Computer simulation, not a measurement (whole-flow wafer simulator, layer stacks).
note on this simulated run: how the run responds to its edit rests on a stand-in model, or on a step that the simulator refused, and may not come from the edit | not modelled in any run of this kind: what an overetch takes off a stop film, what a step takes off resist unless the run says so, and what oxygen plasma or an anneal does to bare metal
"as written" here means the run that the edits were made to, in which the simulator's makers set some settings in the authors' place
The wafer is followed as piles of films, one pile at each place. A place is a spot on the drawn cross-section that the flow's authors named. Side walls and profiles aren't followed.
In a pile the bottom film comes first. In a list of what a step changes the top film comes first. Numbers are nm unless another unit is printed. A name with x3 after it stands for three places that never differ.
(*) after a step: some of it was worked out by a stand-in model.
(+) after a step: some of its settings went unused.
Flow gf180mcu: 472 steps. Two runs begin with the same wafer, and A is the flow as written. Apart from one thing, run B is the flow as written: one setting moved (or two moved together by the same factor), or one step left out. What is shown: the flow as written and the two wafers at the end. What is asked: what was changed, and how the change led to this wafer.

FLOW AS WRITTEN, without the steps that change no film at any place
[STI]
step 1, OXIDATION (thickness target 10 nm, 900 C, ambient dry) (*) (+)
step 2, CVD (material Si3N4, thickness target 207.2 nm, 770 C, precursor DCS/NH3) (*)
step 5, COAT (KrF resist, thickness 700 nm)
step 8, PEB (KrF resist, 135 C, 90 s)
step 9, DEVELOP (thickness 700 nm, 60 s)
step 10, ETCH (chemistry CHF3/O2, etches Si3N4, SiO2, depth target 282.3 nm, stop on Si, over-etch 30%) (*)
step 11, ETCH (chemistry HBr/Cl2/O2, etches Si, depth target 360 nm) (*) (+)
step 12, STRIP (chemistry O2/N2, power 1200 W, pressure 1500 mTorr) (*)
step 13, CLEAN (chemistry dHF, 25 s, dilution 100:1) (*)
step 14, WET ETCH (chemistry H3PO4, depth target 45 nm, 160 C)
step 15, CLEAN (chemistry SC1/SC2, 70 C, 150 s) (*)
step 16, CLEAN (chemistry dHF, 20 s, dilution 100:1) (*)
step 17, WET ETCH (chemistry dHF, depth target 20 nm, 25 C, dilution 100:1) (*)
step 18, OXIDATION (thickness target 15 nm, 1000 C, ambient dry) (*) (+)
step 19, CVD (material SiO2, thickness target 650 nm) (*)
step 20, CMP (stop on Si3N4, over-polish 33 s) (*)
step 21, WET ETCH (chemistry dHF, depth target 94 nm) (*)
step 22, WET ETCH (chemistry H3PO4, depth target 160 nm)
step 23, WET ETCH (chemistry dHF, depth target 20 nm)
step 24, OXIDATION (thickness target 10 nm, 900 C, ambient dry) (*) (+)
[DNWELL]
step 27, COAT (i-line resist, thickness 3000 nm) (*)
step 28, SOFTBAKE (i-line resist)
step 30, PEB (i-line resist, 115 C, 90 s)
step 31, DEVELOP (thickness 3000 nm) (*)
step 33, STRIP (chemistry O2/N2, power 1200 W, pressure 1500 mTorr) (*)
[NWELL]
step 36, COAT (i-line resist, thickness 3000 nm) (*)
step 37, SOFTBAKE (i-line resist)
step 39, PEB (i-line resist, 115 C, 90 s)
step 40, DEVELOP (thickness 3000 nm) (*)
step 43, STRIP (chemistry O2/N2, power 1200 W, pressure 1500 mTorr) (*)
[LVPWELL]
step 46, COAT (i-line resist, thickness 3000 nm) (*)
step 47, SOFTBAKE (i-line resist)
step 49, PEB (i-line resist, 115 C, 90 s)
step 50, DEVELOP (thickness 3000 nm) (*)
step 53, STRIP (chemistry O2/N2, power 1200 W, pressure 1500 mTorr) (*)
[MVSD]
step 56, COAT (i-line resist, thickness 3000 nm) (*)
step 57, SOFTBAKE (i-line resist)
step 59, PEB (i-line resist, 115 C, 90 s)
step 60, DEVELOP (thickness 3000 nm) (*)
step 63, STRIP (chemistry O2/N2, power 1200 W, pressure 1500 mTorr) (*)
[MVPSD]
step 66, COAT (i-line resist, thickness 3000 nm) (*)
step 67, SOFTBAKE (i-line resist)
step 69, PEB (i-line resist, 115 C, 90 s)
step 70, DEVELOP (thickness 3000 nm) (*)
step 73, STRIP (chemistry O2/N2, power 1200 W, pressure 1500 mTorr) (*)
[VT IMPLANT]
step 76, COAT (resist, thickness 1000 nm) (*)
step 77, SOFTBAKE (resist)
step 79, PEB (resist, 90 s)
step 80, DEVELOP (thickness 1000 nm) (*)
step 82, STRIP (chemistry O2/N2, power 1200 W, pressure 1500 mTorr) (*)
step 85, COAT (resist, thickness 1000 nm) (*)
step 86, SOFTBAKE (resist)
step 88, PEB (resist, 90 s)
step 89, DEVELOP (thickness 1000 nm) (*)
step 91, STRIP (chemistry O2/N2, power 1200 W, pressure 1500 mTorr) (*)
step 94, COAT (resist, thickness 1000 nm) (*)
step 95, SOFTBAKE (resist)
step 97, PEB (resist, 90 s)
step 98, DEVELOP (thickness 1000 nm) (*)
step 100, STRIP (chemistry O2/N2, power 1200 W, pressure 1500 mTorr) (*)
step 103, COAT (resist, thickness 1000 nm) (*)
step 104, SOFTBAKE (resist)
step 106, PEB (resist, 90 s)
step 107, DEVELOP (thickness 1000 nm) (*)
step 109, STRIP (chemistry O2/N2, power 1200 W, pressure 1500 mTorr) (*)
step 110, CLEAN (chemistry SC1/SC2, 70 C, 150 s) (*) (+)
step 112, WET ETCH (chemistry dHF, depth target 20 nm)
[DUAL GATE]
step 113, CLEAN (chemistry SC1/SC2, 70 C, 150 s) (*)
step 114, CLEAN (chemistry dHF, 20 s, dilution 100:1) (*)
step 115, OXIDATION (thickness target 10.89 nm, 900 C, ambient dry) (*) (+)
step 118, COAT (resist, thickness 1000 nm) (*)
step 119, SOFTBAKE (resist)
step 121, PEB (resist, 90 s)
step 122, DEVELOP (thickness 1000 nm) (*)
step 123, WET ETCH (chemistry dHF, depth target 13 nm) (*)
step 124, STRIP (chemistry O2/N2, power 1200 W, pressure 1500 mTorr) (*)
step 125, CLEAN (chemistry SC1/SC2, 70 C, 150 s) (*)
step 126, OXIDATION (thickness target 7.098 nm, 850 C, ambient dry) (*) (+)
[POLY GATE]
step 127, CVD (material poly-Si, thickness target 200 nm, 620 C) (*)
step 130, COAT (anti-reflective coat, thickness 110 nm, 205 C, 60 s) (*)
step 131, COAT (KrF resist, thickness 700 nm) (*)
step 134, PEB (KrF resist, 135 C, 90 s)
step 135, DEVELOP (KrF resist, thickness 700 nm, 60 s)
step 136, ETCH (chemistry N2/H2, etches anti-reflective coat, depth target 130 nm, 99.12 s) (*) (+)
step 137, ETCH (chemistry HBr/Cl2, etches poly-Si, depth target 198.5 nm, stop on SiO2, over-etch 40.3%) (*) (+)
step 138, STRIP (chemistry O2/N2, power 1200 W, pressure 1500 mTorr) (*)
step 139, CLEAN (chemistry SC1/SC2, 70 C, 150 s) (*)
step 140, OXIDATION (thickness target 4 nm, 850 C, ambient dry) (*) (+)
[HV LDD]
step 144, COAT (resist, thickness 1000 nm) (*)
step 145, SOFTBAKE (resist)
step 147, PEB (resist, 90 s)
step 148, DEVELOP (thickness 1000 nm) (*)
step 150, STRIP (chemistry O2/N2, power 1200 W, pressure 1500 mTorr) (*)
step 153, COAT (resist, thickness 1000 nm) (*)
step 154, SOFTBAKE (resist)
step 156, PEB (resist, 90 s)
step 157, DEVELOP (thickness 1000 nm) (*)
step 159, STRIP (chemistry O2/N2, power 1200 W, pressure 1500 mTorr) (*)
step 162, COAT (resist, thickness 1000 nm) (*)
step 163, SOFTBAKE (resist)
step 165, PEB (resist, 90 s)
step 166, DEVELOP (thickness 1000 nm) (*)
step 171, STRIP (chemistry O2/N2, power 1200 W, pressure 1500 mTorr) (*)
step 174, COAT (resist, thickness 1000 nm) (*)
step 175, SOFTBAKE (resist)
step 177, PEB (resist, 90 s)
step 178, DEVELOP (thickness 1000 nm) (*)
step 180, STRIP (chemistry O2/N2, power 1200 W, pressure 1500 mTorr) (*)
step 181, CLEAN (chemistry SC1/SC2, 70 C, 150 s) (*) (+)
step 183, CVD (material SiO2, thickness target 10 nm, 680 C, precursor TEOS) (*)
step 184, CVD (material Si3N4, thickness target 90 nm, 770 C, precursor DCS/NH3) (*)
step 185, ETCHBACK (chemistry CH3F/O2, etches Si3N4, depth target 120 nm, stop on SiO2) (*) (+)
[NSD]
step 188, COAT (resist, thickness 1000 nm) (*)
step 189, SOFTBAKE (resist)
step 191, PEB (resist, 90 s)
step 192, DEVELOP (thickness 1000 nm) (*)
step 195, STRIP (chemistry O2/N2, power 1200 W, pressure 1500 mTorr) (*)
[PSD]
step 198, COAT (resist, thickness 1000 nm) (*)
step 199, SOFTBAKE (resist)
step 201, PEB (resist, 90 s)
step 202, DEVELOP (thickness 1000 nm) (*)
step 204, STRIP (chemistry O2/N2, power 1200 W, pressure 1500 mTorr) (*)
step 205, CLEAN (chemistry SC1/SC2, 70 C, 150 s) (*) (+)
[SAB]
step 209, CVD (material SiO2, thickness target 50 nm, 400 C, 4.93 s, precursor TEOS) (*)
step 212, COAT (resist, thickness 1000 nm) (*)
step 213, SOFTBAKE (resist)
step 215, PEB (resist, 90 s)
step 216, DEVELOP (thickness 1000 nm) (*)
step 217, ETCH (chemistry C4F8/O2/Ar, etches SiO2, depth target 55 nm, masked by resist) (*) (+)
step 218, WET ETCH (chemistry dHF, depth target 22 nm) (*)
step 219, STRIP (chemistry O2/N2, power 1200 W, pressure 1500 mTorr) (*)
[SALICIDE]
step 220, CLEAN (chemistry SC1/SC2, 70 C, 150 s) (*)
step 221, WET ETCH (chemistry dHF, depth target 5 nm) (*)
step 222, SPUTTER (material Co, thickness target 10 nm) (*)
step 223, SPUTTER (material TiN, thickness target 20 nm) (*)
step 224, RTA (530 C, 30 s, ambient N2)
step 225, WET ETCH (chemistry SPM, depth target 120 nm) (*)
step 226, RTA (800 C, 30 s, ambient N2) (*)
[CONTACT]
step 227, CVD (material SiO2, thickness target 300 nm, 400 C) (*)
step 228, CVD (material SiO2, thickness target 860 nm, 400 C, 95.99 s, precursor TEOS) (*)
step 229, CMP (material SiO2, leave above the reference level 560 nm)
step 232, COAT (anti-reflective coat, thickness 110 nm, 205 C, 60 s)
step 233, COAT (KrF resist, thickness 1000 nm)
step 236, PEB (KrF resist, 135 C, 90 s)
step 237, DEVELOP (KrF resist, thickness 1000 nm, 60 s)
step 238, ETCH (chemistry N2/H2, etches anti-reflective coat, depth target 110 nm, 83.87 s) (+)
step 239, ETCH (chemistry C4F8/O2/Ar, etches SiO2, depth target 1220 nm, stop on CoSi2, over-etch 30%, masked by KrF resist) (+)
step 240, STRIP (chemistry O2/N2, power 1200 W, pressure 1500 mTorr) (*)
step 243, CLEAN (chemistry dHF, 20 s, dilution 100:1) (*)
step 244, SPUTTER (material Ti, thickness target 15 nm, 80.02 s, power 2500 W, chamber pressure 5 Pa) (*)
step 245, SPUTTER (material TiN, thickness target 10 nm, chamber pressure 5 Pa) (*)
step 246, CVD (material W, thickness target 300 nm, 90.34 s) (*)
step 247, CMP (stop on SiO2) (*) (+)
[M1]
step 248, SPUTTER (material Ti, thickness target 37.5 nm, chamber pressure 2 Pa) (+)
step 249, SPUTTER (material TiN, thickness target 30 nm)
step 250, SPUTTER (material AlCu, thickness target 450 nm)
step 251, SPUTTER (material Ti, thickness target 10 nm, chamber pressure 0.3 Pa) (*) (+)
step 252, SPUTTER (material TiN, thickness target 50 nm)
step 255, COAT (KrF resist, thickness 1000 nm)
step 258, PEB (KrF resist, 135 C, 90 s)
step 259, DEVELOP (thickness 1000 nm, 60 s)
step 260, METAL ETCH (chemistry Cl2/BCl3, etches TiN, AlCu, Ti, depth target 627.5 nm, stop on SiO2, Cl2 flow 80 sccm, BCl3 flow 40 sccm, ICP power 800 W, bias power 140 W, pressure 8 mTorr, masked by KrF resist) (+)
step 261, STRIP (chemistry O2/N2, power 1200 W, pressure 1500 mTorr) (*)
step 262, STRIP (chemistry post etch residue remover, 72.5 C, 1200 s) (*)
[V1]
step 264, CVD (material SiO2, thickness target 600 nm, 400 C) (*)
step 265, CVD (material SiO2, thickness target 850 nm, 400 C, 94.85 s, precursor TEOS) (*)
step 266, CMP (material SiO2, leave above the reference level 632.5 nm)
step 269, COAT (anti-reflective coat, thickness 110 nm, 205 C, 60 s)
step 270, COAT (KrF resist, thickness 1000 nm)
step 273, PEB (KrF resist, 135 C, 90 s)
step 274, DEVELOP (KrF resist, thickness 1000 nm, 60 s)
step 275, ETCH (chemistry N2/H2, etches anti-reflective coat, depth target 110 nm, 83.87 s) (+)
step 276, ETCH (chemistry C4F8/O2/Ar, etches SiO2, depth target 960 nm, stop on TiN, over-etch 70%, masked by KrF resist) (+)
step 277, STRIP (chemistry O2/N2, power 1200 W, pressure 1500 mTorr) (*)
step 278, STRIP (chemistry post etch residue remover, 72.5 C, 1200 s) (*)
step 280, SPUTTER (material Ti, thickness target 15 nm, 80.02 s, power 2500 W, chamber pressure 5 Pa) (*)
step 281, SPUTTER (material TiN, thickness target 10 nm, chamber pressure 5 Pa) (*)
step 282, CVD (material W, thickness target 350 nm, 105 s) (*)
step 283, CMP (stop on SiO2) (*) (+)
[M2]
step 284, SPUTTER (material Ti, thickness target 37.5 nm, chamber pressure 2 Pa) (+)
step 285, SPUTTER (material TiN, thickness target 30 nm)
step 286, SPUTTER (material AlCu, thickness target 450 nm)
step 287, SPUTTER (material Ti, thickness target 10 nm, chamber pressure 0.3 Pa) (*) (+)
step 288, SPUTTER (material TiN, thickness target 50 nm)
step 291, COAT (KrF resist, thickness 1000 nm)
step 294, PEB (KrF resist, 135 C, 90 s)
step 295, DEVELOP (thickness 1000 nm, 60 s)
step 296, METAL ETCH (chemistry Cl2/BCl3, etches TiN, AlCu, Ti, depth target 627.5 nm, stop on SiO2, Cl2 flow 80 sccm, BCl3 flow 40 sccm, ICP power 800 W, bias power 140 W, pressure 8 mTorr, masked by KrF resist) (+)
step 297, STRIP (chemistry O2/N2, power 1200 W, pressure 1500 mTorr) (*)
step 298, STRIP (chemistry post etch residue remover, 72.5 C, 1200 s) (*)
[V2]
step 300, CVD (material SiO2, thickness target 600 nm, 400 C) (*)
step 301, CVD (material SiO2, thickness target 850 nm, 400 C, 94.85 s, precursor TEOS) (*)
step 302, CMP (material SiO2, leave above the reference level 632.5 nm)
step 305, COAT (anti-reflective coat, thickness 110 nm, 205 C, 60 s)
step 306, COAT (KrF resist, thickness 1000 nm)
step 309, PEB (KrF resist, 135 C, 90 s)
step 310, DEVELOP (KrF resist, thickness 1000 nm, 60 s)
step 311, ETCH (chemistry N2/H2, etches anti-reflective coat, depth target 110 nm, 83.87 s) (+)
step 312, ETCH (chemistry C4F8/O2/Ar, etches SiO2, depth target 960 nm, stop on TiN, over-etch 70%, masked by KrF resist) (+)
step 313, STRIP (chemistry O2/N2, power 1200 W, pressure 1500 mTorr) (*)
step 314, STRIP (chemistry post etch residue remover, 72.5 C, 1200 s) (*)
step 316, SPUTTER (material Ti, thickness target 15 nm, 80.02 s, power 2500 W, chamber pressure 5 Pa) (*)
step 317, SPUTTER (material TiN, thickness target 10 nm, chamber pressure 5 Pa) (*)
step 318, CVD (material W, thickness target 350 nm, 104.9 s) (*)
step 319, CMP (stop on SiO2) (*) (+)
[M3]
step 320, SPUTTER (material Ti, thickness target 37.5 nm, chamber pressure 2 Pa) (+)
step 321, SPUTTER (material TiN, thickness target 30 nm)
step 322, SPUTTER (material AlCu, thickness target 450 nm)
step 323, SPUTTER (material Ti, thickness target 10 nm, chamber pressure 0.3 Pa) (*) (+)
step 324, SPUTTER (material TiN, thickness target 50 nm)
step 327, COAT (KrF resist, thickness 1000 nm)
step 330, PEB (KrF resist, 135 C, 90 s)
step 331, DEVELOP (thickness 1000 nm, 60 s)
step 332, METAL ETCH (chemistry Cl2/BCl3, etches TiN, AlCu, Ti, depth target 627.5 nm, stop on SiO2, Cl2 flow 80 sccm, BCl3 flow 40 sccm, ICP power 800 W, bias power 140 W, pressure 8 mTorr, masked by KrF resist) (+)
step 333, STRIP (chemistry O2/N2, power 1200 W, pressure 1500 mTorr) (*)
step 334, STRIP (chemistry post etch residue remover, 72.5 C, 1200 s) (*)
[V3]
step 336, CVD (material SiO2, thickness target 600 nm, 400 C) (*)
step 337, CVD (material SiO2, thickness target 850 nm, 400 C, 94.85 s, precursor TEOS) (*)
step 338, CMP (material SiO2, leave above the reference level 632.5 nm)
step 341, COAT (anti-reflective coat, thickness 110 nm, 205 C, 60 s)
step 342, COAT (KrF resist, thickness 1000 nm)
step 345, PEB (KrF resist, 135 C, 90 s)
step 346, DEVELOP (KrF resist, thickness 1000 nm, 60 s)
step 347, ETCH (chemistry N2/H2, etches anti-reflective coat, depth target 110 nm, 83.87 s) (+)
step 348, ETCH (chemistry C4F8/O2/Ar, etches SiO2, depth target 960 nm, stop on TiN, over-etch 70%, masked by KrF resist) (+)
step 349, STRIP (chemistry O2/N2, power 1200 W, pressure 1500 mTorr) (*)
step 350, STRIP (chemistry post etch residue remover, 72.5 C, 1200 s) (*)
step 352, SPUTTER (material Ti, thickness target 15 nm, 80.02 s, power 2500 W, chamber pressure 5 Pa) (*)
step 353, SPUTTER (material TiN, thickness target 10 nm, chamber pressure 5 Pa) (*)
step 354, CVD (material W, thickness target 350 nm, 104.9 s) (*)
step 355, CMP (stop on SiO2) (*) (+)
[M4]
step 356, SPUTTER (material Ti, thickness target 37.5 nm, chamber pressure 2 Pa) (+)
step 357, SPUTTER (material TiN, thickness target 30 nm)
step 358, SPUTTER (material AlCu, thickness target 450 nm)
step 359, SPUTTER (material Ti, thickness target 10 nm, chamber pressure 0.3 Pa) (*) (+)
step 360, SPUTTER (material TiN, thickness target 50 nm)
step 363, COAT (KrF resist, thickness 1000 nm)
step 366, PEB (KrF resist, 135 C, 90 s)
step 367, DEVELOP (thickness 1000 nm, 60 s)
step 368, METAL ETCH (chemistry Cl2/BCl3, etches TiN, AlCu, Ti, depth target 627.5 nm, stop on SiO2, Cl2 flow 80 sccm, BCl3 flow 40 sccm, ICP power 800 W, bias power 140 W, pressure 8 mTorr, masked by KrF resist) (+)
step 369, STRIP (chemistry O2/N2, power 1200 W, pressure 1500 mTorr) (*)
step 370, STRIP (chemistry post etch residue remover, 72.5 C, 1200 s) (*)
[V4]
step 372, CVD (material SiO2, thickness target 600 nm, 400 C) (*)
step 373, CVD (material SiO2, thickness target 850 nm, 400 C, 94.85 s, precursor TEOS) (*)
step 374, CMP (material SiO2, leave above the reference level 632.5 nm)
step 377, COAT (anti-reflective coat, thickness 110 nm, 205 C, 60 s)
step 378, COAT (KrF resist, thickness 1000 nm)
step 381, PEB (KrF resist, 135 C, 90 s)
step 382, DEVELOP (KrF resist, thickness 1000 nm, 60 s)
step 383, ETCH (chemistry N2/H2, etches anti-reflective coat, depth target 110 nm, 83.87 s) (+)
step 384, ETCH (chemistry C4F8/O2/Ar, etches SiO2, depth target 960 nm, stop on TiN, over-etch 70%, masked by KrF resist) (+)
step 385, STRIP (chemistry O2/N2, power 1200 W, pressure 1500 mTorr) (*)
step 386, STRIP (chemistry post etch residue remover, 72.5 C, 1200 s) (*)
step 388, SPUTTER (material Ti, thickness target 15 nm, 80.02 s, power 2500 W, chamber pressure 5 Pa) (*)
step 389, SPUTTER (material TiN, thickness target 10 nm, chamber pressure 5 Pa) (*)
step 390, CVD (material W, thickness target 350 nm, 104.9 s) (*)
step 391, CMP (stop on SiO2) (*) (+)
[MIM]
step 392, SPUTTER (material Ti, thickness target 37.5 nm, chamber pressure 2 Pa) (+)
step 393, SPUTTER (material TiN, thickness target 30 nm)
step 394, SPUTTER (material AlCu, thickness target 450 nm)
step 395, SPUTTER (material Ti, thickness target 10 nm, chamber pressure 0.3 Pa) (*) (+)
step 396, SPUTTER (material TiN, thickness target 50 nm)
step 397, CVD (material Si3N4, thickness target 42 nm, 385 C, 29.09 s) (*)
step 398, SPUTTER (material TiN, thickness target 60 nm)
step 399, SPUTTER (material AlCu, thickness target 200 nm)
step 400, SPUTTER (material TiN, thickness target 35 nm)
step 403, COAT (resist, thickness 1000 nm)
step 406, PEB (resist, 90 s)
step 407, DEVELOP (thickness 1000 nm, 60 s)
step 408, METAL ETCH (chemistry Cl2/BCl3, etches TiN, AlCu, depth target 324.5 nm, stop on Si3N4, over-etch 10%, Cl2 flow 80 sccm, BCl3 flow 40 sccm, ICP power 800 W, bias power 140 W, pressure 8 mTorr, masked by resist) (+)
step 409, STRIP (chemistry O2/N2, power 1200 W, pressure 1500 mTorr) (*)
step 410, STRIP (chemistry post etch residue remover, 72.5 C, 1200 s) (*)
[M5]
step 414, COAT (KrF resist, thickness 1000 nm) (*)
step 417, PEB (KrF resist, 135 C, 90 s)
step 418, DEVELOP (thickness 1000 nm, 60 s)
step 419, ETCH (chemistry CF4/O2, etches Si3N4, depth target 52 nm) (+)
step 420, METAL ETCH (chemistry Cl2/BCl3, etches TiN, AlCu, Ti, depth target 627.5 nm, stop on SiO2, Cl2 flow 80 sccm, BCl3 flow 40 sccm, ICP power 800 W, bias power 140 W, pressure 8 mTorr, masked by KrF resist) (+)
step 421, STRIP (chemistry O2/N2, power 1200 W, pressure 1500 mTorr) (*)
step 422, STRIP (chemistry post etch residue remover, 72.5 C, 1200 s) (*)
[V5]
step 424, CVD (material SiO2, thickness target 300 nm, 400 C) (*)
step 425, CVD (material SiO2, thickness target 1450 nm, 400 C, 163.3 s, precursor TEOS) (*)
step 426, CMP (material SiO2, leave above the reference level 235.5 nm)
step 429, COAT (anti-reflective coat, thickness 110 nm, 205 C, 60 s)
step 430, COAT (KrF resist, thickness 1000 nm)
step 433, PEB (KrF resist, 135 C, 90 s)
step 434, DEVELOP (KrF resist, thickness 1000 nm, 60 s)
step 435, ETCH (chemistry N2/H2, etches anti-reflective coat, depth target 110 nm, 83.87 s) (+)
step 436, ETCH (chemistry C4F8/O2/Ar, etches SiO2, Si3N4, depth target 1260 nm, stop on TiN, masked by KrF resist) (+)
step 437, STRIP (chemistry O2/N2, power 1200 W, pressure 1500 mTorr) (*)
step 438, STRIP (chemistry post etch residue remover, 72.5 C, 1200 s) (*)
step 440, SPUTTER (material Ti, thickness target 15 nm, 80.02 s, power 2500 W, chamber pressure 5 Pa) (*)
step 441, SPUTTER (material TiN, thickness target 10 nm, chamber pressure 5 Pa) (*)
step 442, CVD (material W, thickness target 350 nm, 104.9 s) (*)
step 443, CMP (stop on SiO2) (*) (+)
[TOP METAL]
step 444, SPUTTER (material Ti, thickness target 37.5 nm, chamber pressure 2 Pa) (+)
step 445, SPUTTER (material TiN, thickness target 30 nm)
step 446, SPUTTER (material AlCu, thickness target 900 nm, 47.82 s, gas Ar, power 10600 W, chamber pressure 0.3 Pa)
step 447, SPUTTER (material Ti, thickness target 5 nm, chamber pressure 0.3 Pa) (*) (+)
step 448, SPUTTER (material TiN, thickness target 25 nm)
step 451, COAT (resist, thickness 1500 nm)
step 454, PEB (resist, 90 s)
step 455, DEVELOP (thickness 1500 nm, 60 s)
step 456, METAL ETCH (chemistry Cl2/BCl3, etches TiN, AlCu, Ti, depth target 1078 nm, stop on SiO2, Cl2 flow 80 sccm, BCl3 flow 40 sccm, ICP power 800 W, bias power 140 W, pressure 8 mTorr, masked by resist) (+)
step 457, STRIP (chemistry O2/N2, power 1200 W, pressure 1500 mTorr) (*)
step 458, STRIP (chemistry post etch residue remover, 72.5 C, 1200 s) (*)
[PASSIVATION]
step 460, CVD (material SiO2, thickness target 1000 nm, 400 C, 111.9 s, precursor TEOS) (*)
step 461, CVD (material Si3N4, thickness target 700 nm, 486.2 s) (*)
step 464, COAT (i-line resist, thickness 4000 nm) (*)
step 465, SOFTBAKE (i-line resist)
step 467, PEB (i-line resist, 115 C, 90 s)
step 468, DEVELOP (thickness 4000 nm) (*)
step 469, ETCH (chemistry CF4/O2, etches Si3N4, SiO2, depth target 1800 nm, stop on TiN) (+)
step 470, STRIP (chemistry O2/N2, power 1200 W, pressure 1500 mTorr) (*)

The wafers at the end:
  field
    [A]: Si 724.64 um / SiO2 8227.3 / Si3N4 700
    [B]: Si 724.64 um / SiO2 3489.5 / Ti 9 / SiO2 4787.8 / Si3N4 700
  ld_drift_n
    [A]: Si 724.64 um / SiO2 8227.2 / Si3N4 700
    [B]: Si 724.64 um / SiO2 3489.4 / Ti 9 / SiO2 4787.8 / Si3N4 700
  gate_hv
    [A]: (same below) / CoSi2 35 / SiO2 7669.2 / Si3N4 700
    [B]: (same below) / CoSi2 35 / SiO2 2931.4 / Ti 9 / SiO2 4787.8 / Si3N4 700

What caused this: step 322, SPUTTER: thickness target 509 nm was run, while the flow as written has thickness target 450 nm.

How this came from the change, step by step:
  step 322, SPUTTER (material AlCu, thickness target 450 nm)
      field, field__w1, field__w2 and 108 more: A +450 AlCu (new film) | B +509 AlCu (new film)
  step 332, METAL ETCH (chemistry Cl2/BCl3, etches TiN, AlCu, Ti, depth target 627.5 nm, stop on SiO2, Cl2 flow 80 sccm, BCl3 flow 40 sccm, ICP power 800 W, bias power 140 W, pressure 8 mTorr, masked by KrF resist) (+)
      field, field__w1, field__w2 and 103 more: A -50 TiN (all of it), -10 Ti (all of it), -450 AlCu (all of it), -30 TiN (all of it), -37.5 Ti (all of it) | B -50 TiN (all of it), -10 Ti (all of it), -509 AlCu (all of it), -30 TiN (all of it), -28.5 Ti
  step 336, CVD (material SiO2, thickness target 600 nm, 400 C) (*)
      field, field__w1, field__w2 and 103 more: A +600 SiO2 | B +600 SiO2 (new film)
  step 338, CMP (material SiO2, leave above the reference level 632.5 nm)
      field, field__w1, field__w2 and 103 more: A -300 SiO2 | B -250 SiO2
With metal films that touch counted as one body, field has 1 body; the flow as written gives 0 bodies.
With metal films that touch counted as one body, ld_drift_n has 1 body; the flow as written gives 0 bodies.
With metal films that touch counted as one body, gate_hv has 2 bodies (between them, from the top down: SiO2 2931.4); the flow as written gives 1 body.
